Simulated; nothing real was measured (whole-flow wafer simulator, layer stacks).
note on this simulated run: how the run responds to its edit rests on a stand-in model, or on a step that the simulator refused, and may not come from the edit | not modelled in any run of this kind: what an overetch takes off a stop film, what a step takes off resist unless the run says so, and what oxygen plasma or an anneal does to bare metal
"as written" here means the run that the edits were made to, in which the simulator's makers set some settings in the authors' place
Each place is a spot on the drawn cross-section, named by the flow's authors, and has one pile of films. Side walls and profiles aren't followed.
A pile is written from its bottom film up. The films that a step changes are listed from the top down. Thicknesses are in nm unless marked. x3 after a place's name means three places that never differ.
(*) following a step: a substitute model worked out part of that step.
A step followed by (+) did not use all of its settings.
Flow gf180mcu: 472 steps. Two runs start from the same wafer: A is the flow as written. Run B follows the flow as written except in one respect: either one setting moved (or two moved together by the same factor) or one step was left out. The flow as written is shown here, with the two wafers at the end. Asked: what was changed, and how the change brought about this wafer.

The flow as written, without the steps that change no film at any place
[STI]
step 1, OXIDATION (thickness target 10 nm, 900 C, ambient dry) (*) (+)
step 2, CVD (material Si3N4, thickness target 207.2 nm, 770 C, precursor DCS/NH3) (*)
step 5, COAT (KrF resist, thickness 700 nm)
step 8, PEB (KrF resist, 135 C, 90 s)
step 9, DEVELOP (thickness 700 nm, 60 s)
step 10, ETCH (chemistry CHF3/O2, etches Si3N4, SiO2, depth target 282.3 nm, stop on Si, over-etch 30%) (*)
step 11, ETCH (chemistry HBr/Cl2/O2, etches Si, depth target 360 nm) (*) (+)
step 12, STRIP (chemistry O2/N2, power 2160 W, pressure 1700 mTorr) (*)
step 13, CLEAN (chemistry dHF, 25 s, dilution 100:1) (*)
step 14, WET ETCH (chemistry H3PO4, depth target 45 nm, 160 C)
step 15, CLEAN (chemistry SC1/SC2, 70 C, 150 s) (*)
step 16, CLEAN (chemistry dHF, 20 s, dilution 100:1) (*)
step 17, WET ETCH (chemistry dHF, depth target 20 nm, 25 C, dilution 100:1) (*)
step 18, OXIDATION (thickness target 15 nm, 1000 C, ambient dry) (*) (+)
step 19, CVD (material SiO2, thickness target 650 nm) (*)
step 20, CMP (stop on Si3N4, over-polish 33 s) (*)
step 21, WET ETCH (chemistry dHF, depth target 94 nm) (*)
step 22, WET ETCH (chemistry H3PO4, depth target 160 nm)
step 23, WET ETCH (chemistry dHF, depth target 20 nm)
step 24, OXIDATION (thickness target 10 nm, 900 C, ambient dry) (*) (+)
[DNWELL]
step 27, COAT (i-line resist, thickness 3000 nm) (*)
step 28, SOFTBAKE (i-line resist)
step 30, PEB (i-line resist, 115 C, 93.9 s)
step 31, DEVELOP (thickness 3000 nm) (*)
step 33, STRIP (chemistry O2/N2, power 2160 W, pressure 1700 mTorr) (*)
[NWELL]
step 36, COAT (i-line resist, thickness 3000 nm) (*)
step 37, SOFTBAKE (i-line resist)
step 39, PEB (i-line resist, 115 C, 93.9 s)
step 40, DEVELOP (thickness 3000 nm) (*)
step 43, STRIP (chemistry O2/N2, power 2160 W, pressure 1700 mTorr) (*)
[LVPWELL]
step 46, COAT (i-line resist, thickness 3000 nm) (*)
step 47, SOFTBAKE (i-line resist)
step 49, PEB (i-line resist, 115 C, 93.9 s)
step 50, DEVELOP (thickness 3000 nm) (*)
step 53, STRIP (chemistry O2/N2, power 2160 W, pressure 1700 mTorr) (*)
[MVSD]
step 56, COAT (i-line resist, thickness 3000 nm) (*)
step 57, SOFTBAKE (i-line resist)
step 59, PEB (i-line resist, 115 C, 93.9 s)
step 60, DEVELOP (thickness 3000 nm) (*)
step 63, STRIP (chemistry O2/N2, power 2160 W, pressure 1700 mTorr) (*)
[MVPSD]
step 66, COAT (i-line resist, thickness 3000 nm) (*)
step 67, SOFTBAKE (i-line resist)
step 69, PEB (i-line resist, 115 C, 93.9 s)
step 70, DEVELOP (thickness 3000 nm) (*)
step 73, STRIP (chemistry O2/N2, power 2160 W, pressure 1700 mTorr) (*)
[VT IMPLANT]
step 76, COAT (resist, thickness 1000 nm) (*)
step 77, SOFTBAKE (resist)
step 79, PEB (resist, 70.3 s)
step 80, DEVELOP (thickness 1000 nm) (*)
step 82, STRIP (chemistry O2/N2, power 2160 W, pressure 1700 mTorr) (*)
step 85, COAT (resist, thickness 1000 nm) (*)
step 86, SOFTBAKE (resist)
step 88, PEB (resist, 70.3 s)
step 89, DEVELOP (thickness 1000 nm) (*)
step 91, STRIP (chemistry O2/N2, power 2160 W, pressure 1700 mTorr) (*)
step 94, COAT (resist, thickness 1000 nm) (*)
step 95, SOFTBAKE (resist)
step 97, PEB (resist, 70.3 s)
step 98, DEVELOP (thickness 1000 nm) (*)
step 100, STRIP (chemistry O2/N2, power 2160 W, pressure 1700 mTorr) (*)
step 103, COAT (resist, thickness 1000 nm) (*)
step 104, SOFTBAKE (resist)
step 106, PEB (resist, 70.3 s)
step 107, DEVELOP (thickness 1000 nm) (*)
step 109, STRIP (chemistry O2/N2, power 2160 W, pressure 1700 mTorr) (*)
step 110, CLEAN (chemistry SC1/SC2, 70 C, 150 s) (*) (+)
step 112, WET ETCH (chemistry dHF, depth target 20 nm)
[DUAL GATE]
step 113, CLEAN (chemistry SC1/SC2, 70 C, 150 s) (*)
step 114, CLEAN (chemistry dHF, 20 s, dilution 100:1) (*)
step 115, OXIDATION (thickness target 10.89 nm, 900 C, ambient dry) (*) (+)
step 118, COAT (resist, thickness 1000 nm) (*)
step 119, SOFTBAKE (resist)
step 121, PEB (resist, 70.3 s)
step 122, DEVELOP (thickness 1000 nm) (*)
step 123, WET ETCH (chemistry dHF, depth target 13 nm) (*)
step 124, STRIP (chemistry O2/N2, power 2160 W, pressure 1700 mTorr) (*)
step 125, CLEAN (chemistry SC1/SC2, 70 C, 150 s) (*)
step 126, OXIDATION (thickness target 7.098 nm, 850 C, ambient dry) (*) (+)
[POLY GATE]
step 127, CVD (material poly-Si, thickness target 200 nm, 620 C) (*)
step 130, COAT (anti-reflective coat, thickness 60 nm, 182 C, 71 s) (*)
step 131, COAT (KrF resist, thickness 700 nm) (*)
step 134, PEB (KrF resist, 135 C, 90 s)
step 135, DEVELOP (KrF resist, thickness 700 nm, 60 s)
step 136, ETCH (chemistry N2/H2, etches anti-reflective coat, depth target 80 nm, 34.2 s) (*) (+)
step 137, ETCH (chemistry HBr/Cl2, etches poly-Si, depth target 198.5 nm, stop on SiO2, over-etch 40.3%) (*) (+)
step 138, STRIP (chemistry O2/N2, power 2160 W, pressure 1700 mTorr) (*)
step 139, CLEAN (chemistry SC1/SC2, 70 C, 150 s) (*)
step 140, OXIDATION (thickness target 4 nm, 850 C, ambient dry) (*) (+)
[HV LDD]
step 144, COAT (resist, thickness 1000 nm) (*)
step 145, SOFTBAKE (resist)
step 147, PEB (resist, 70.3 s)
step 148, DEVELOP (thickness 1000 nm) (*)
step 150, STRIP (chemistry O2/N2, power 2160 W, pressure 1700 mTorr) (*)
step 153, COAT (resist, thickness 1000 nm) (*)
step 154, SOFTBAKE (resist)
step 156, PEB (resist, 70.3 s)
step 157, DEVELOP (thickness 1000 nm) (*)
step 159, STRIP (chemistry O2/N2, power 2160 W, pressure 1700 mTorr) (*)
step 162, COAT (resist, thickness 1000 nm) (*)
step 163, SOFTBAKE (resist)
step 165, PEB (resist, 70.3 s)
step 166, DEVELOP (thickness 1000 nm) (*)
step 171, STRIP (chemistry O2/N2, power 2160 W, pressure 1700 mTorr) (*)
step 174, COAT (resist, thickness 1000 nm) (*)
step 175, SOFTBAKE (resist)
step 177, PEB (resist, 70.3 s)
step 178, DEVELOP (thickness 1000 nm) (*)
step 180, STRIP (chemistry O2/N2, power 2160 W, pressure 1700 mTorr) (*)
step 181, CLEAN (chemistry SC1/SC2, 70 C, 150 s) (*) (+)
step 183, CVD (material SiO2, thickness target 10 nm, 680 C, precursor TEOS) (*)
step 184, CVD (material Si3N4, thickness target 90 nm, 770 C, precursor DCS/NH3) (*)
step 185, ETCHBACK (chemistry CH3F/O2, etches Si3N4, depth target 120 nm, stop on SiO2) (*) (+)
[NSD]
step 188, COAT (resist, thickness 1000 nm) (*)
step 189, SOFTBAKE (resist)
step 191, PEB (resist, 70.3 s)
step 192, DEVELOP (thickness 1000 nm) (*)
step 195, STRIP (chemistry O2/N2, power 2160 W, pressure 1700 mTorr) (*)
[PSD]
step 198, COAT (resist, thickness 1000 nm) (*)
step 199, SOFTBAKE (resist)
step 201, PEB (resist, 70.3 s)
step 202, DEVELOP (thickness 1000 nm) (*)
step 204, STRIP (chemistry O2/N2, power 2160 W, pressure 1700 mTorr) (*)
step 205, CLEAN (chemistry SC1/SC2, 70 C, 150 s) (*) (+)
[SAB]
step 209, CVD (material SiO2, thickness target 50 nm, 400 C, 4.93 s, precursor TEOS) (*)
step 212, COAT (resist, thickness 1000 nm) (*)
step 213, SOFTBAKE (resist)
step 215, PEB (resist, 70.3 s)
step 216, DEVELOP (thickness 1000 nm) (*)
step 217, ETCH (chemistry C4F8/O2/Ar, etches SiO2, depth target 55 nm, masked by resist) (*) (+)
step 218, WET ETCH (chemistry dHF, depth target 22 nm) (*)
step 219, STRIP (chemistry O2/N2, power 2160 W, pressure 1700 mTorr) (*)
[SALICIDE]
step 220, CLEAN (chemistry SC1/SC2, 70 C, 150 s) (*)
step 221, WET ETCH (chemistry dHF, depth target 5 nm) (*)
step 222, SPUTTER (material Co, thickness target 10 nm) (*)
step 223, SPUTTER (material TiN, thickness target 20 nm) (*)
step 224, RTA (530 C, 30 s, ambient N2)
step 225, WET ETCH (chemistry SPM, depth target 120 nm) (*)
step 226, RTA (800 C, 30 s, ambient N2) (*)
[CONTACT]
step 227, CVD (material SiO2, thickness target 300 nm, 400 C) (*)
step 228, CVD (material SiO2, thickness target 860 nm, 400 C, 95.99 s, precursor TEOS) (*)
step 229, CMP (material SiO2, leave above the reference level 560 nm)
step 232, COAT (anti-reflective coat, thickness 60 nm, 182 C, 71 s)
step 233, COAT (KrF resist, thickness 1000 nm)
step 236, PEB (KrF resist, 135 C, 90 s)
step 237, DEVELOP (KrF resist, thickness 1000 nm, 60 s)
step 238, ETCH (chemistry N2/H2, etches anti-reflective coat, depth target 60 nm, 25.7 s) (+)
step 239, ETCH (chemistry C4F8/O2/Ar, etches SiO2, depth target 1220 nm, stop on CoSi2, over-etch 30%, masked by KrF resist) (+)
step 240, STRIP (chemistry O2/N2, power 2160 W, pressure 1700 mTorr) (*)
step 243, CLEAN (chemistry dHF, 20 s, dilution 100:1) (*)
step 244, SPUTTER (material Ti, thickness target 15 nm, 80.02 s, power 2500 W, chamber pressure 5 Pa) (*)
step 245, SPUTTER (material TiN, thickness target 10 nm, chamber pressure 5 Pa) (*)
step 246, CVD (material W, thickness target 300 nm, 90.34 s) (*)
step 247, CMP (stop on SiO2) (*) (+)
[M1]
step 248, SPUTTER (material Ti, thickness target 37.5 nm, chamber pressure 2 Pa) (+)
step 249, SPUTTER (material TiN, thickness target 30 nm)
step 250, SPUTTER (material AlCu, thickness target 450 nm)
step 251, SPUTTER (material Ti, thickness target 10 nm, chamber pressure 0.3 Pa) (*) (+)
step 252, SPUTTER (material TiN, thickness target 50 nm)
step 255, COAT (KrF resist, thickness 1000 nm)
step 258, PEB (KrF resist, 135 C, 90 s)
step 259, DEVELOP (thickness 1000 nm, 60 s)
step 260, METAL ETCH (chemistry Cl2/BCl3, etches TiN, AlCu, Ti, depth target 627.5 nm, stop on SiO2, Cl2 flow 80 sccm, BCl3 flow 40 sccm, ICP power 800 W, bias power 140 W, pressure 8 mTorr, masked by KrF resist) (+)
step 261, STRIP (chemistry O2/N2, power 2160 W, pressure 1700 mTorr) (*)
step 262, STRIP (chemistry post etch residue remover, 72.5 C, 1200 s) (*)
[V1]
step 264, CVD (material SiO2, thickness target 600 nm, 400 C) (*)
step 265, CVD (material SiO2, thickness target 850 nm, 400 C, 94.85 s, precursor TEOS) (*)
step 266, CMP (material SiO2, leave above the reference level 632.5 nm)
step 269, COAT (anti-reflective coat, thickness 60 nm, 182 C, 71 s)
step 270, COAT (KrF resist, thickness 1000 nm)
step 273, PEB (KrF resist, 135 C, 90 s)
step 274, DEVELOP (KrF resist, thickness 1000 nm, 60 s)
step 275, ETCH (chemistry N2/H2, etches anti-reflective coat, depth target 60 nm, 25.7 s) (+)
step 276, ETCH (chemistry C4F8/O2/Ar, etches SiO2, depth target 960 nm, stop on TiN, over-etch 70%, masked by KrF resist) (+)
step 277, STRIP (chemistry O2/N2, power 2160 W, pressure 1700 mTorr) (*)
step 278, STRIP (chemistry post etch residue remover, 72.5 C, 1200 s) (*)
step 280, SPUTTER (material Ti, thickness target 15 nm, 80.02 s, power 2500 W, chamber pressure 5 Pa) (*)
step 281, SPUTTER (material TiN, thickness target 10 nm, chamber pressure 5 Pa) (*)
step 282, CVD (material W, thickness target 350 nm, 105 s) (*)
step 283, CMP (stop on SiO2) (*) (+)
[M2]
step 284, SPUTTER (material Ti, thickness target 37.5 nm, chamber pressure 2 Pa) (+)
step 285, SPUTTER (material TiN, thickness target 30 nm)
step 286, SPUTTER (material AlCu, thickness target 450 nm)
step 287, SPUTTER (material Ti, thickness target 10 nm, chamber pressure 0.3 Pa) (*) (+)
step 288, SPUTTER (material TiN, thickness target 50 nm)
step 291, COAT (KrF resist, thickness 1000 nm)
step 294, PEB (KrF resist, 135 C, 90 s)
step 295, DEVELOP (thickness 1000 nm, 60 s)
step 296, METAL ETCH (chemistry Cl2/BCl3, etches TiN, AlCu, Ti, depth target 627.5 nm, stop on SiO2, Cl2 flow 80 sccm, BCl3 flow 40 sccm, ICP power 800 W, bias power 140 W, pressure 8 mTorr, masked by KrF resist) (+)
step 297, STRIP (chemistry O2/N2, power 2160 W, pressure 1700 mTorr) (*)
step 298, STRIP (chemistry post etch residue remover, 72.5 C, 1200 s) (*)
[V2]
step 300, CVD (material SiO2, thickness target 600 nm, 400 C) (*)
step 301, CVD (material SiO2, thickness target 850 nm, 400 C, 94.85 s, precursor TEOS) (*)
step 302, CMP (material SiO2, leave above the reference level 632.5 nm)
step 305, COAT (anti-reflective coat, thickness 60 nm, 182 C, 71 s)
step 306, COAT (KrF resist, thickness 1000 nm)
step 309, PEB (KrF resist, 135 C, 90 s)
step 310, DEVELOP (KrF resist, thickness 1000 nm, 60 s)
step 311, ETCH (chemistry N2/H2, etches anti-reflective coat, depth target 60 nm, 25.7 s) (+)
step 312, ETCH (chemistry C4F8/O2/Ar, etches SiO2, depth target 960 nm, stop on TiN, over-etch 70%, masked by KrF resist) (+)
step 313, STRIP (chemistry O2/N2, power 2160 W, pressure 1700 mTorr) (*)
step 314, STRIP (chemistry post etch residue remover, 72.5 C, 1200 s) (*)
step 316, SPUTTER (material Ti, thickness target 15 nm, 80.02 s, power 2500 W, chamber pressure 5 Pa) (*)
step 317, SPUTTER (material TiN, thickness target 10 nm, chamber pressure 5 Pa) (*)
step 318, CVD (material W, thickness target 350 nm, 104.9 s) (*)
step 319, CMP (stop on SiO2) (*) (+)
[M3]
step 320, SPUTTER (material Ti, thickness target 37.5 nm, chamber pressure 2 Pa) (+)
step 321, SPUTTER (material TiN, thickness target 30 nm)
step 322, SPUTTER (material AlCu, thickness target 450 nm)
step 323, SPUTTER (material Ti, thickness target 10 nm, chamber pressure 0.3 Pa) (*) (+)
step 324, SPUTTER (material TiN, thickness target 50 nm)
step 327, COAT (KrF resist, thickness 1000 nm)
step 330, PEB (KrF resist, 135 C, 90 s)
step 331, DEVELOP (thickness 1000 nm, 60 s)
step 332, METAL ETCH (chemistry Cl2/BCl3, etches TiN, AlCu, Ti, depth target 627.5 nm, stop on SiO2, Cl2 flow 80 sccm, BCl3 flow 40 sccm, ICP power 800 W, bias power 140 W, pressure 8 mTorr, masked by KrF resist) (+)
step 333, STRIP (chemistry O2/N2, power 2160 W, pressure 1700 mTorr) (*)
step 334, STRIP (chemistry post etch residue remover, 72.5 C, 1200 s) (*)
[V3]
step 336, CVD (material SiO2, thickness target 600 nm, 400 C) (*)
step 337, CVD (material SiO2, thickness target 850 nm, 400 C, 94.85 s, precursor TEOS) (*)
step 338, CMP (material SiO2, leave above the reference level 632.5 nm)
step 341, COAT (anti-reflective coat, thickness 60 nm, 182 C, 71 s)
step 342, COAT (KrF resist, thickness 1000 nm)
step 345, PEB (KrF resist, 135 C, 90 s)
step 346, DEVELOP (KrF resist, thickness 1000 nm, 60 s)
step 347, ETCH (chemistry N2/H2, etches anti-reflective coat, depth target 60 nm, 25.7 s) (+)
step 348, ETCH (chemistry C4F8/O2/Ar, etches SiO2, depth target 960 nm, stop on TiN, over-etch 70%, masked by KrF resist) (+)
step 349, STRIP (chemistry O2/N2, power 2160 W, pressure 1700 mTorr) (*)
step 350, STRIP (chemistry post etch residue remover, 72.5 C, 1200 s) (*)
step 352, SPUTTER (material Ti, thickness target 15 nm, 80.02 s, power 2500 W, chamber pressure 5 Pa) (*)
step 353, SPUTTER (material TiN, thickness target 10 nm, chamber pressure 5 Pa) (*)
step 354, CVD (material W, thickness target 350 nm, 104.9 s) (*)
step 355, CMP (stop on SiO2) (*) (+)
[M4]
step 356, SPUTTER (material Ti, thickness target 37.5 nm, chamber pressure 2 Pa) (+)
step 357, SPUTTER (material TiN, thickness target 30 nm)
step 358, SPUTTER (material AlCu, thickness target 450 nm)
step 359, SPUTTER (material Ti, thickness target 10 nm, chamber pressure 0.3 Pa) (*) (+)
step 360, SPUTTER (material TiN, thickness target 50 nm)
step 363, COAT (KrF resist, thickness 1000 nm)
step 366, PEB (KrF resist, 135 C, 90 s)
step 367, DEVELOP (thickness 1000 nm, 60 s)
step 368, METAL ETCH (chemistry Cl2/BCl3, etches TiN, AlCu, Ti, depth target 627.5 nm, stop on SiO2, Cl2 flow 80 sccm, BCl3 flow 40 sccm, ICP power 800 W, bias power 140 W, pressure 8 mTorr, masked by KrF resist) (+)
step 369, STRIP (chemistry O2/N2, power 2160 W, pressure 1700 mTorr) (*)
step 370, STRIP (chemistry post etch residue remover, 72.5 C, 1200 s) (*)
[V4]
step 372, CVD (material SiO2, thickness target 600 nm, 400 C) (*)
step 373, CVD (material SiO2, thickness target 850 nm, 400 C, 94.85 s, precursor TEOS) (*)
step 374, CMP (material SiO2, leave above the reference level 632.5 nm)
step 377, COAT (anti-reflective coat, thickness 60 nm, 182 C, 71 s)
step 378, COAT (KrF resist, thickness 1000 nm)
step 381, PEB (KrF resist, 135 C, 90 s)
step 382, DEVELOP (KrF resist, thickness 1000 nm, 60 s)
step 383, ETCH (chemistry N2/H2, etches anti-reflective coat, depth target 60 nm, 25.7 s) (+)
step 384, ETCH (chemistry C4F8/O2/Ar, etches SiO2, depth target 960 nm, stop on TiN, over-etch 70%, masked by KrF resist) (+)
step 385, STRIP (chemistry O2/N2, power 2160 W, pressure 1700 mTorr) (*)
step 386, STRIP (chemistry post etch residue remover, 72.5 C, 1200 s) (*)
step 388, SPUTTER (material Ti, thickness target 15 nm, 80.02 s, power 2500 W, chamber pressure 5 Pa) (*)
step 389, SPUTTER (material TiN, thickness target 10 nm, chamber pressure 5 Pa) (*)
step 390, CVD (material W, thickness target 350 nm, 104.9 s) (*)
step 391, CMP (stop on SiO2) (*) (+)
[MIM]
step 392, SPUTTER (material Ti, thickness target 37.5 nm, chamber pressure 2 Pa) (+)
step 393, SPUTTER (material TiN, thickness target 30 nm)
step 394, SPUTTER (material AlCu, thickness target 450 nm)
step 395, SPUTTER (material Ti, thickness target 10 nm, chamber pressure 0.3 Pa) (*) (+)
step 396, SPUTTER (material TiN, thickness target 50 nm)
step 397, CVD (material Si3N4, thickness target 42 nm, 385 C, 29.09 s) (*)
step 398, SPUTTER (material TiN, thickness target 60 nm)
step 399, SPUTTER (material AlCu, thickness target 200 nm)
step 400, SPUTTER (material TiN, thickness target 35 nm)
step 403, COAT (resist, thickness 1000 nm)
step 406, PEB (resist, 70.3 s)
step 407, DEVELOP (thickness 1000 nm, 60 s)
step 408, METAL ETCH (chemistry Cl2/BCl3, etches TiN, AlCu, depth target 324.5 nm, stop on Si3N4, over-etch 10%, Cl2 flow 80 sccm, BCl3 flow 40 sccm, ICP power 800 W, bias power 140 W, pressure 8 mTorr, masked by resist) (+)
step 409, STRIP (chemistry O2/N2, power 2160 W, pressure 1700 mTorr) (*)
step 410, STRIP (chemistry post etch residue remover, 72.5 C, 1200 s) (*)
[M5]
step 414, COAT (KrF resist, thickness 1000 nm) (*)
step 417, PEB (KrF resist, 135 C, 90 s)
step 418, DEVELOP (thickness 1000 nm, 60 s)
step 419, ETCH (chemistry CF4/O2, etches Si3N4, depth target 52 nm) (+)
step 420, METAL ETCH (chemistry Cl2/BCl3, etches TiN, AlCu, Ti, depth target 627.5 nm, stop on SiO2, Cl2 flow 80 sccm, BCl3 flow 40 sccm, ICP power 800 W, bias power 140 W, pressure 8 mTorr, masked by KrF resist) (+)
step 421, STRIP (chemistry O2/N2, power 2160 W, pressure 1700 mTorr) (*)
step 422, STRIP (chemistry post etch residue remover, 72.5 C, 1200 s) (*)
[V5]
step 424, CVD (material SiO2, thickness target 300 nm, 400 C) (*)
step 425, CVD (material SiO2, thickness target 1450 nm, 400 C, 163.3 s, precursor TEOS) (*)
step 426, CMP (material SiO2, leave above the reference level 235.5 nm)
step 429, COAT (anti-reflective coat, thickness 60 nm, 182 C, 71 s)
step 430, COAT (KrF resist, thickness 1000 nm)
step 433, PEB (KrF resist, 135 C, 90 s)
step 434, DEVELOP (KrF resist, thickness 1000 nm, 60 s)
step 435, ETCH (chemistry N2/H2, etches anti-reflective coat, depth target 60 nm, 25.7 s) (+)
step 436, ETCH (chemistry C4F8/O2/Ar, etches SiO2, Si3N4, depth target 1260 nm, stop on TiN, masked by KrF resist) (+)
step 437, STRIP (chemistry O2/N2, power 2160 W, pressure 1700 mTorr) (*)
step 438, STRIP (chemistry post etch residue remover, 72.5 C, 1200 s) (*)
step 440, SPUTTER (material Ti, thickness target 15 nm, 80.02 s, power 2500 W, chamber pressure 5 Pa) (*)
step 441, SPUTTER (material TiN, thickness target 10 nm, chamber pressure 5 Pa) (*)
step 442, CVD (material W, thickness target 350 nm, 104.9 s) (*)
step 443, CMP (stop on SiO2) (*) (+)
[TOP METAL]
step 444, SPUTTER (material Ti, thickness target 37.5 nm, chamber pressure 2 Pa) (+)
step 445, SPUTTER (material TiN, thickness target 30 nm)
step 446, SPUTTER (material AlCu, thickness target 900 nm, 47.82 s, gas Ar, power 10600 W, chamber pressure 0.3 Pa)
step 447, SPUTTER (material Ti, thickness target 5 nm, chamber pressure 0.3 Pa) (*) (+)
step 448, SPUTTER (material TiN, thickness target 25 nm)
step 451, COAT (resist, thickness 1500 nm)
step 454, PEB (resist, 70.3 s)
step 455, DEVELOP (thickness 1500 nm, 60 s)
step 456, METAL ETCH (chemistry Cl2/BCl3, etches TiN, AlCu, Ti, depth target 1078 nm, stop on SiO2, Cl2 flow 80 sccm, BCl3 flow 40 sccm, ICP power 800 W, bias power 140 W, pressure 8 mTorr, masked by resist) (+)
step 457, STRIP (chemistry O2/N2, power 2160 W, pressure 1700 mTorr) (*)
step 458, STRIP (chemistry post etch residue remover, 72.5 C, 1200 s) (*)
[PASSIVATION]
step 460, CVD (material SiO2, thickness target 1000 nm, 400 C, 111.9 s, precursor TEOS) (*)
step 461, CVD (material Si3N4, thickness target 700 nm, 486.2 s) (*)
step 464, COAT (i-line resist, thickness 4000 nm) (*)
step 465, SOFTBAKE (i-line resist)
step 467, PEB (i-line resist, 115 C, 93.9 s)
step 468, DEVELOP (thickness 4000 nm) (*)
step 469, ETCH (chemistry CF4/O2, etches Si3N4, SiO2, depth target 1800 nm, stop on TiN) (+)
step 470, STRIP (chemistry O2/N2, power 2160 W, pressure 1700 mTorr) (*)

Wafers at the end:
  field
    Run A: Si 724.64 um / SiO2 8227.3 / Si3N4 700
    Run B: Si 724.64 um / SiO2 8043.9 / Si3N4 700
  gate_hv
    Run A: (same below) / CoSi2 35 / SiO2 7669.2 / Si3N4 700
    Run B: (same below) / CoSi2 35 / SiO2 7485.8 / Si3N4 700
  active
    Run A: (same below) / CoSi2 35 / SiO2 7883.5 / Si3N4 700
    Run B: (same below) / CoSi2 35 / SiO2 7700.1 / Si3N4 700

The reason: step 374, CMP: leave above the reference level 449.1 nm was run, while the flow as written has leave above the reference level 632.5 nm.

The path from the change to this, step by step:
  step 374, CMP (material SiO2, leave above the reference level 632.5 nm)
      field, field__w1, field__w2 and 103 more: A SiO2 loses 300 | B SiO2 loses 483.4
      field__w8, contact, m1, m1__w1, m1_nw: A SiO2 loses 877.1 | B SiO2 loses 1060.5
  step 384, ETCH (chemistry C4F8/O2/Ar, etches SiO2, depth target 960 nm, stop on TiN, over-etch 70%, masked by KrF resist) (+)
      field, field__w1, field__w2 and 107 more: A KrF resist loses 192 | B KrF resist loses 132.3
      contact: A SiO2 loses 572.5 (all of it) | B SiO2 loses 389.1 (all of it)
  step 385, STRIP (chemistry O2/N2, power 2160 W, pressure 1700 mTorr) (*)
      field, field__w1, field__w2 and 107 more: A KrF resist loses 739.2 (all of it), anti-reflective coat loses 60 (all of it) | B KrF resist loses 798.9 (all of it), anti-reflective coat loses 60 (all of it)
  step 388, SPUTTER (material Ti, thickness target 15 nm, 80.02 s, power 2500 W, chamber pressure 5 Pa) (*)
      contact: A Ti gains 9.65 (new film) | B Ti gains 10.8 (new film)
  step 389, SPUTTER (material TiN, thickness target 10 nm, chamber pressure 5 Pa) (*)
      contact: A TiN gains 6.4 (new film) | B TiN gains 7.15 (new film)
  step 390, CVD (material W, thickness target 350 nm, 104.9 s) (*)
      contact: A W gains 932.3 (new film) | B W gains 747 (new film)
